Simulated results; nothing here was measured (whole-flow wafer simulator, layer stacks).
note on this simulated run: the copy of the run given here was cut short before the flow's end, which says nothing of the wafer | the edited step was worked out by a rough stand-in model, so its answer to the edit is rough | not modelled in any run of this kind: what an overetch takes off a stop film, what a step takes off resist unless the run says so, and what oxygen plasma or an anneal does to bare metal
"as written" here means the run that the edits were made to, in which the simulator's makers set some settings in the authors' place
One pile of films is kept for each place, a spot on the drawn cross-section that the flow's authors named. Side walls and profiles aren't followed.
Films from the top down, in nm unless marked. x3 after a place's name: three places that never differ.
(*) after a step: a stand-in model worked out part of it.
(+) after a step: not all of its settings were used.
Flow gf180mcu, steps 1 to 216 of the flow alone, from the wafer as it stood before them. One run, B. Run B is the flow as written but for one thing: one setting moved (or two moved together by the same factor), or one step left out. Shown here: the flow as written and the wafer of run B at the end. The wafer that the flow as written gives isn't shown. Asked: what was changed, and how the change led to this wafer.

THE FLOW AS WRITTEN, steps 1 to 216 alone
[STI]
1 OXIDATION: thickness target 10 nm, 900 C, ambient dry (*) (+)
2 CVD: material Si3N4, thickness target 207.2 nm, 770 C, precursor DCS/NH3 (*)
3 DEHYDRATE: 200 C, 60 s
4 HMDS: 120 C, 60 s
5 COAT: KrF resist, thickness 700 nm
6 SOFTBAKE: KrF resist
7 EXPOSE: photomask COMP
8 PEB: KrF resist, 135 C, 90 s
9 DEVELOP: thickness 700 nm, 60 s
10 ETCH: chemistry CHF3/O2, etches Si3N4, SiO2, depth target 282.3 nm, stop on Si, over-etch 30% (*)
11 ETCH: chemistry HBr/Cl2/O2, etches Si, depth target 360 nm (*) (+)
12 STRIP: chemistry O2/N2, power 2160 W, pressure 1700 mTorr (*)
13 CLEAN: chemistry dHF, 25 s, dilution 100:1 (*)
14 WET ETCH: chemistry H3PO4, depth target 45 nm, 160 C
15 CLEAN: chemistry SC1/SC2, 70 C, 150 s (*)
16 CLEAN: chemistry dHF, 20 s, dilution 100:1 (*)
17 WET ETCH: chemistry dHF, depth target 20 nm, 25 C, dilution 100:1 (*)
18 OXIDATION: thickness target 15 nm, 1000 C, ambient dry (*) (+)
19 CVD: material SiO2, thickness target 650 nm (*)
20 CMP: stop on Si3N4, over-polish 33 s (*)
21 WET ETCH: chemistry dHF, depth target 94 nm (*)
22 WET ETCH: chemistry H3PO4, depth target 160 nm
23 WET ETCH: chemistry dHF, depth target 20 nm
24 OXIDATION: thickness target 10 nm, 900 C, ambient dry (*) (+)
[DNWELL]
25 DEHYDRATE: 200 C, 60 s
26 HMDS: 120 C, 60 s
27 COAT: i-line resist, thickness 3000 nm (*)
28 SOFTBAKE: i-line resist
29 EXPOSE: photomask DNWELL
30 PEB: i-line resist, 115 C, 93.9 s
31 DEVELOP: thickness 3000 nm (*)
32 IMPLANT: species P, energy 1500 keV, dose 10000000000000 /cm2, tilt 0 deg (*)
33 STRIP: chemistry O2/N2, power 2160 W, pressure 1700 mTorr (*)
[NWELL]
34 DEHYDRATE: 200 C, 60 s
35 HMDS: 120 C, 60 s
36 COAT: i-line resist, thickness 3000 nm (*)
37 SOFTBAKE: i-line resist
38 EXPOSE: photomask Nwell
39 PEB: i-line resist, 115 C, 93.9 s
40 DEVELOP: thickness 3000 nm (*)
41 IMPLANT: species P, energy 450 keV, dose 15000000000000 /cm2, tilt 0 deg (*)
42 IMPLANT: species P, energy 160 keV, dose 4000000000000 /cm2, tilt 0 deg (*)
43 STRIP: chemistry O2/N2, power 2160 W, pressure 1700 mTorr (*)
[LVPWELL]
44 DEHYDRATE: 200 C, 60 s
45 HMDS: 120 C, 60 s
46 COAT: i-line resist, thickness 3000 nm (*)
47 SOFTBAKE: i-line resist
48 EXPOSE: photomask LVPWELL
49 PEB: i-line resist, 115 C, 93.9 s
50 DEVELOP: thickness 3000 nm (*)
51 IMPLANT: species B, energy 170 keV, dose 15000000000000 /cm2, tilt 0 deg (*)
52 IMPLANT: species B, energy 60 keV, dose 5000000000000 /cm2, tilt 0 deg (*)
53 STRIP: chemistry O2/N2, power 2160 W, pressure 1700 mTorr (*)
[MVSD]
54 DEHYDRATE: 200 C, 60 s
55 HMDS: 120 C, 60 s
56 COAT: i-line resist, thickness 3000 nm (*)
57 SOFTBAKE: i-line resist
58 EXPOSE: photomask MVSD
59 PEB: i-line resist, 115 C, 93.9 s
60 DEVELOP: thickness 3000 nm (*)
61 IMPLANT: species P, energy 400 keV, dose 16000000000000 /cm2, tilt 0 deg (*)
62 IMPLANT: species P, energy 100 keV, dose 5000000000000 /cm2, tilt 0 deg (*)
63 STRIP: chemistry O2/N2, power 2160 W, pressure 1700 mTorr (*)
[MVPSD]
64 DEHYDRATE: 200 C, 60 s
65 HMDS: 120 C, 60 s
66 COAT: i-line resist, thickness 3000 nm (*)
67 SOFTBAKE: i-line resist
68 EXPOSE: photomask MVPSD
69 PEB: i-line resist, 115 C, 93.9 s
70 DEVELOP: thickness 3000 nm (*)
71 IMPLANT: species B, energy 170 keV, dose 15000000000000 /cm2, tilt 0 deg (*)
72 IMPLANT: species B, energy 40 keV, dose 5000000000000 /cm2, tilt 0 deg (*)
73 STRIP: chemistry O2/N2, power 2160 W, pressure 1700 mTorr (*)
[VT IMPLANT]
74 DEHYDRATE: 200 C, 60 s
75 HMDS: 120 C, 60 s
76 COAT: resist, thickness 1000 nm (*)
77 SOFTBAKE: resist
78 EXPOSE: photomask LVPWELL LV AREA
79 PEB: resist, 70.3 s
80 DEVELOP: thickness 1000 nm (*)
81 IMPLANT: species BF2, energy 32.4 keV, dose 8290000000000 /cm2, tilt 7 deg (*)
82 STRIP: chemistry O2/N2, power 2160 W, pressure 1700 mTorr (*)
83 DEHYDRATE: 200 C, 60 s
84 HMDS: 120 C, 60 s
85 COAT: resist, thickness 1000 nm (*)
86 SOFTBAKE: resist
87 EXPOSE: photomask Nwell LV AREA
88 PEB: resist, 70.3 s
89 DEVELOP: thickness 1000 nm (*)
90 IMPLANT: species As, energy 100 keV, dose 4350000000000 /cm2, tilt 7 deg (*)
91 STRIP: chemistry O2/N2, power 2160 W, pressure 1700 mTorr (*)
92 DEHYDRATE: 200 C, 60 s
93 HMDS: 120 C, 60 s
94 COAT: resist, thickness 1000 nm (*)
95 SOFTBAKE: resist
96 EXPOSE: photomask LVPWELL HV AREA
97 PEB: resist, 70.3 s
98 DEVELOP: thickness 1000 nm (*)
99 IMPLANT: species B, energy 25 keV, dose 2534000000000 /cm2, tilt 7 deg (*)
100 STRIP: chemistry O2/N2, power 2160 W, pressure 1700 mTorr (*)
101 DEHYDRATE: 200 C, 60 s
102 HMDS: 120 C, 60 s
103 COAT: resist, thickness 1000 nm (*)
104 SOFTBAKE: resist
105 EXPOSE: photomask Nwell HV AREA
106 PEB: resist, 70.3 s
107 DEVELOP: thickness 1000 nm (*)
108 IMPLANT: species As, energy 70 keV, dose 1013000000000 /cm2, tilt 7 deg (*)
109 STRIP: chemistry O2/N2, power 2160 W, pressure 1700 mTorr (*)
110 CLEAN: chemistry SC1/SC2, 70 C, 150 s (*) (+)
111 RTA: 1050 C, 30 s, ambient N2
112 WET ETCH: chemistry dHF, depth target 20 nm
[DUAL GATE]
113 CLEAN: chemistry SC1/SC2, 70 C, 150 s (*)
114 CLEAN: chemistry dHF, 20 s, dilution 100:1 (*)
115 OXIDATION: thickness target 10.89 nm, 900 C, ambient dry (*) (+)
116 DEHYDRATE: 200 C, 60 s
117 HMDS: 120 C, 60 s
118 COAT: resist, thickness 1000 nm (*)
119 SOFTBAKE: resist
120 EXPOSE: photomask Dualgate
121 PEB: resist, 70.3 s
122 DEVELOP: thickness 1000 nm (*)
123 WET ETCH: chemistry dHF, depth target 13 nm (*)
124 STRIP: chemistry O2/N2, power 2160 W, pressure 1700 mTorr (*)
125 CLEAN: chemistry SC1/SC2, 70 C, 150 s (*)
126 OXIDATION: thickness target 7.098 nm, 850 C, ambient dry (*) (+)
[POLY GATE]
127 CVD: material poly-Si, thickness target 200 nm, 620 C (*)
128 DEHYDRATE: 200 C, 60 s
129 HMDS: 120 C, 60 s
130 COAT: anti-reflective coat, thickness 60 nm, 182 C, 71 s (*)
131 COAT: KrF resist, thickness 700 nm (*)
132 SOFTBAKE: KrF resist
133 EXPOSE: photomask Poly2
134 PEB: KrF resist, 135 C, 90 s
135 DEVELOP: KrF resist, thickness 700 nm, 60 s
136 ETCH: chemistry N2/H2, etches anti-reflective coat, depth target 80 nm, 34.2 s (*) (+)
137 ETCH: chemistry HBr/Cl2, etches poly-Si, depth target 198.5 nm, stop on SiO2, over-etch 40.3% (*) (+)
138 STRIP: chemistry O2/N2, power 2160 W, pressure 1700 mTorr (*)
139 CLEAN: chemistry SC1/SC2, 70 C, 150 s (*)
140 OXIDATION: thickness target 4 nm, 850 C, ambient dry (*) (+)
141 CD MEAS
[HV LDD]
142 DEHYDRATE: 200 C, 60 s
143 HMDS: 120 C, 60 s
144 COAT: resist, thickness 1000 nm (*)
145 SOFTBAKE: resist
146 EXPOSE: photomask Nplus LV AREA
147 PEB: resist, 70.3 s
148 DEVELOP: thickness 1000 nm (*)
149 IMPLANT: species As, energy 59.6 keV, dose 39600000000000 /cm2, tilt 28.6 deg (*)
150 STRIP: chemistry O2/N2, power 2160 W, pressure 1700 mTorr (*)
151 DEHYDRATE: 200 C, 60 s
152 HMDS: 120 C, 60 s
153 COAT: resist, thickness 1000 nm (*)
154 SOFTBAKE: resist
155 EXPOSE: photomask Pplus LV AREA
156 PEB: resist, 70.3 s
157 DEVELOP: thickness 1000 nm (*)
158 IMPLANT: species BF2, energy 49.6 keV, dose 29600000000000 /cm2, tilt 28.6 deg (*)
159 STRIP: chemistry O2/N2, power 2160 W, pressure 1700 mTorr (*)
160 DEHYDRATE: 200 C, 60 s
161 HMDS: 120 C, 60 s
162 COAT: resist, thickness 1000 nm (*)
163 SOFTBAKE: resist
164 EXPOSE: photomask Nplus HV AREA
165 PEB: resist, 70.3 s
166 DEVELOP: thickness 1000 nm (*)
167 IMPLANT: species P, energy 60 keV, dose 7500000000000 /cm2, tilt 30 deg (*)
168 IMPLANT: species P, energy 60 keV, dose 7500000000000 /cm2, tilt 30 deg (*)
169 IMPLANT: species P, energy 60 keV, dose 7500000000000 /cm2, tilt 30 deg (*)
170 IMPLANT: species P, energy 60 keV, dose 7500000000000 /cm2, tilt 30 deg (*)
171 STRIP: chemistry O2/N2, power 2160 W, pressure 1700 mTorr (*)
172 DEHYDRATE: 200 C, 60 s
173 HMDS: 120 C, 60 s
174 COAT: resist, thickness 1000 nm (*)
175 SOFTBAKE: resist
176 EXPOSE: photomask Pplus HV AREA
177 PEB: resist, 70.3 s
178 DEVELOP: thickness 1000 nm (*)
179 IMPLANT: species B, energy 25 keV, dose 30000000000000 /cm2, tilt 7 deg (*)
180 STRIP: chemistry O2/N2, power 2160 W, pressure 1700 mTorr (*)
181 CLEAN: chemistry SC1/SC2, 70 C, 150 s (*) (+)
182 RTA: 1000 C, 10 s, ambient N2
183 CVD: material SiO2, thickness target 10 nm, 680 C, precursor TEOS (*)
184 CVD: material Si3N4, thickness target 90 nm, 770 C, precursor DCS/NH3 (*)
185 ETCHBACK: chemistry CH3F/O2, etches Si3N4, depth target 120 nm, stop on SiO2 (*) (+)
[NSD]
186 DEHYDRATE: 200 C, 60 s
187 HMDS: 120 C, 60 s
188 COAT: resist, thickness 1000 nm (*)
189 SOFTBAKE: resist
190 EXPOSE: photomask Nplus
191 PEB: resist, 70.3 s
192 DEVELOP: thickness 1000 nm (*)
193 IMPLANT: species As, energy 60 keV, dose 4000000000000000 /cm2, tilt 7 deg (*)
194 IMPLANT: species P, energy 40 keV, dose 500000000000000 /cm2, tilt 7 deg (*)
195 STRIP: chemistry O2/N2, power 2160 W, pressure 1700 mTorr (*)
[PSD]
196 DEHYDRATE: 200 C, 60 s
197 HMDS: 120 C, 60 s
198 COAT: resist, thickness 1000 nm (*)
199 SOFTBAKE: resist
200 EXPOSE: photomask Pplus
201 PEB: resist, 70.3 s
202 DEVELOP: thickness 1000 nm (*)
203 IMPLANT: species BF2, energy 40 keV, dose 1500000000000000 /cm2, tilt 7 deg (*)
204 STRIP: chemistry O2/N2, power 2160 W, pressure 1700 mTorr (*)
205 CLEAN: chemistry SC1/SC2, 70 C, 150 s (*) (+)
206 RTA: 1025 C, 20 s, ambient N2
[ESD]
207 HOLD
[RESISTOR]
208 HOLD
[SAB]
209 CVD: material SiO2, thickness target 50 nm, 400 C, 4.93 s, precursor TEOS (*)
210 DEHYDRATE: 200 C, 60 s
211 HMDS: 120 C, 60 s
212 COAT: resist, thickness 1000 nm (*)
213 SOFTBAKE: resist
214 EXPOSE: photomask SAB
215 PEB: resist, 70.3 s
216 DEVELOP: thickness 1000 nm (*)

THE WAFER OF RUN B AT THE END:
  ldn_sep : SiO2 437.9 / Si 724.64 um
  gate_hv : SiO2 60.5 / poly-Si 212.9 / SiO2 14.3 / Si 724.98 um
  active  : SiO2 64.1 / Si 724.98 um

The cause: step 127, CVD: thickness target 215 nm was run, where the flow has thickness target 200 nm.

How the change led to this, step by step:
  127 CVD: material poly-Si, thickness target 200 nm, 620 C (*)
      field, field__w1, field__w2 and 89 more: poly-Si +215 (new film) (as written it would be: poly-Si +200 (new film))
  137 ETCH: chemistry HBr/Cl2, etches poly-Si, depth target 198.5 nm, stop on SiO2, over-etch 40.3% (*) (+)
      field__w3, field__w12, field_sub and 14 more: poly-Si -214 (all of it), SiO2 -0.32 (as written it would be: poly-Si -199 (all of it), SiO2 -0.4)
      field__w6, sti, m1 and 11 more: poly-Si -213.8 (all of it), SiO2 -0.32 (as written it would be: poly-Si -198.8 (all of it), SiO2 -0.4)
      (and at 33 more places)
  145 SOFTBAKE: resist
      field__w6: resist +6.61 (as written it would be: resist +6.03)
      field_sub: resist +11.2 (as written it would be: resist +10.3)
      (and at 19 more places)
  154 SOFTBAKE: resist
      field__w6: resist +6.61 (as written it would be: resist +6.03)
      field_sub: resist +11.2 (as written it would be: resist +10.3)
      (and at 19 more places)
  163 SOFTBAKE: resist
      field__w6: resist +6.61 (as written it would be: resist +6.03)
      field_sub: resist +11.2 (as written it would be: resist +10.3)
      (and at 19 more places)
  175 SOFTBAKE: resist
      field__w6: resist +6.61 (as written it would be: resist +6.03)
      field_sub: resist +11.2 (as written it would be: resist +10.3)
      (and at 19 more places)
  189 SOFTBAKE: resist
      field__w9: resist -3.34 (as written it would be: resist +6.92)
      field__w6: resist +8.21 (as written it would be: resist +7.53)
      (and at 22 more places)
  199 SOFTBAKE: resist
      field__w9: resist -3.34 (as written it would be: resist +6.92)
      field__w6: resist +8.21 (as written it would be: resist +7.53)
      (and at 22 more places)
  213 SOFTBAKE: resist
      field__w5: resist +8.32 (as written it would be: resist +7.65)
      field__w6: resist +8.61 (as written it would be: resist +7.87)
      (and at 23 more places)
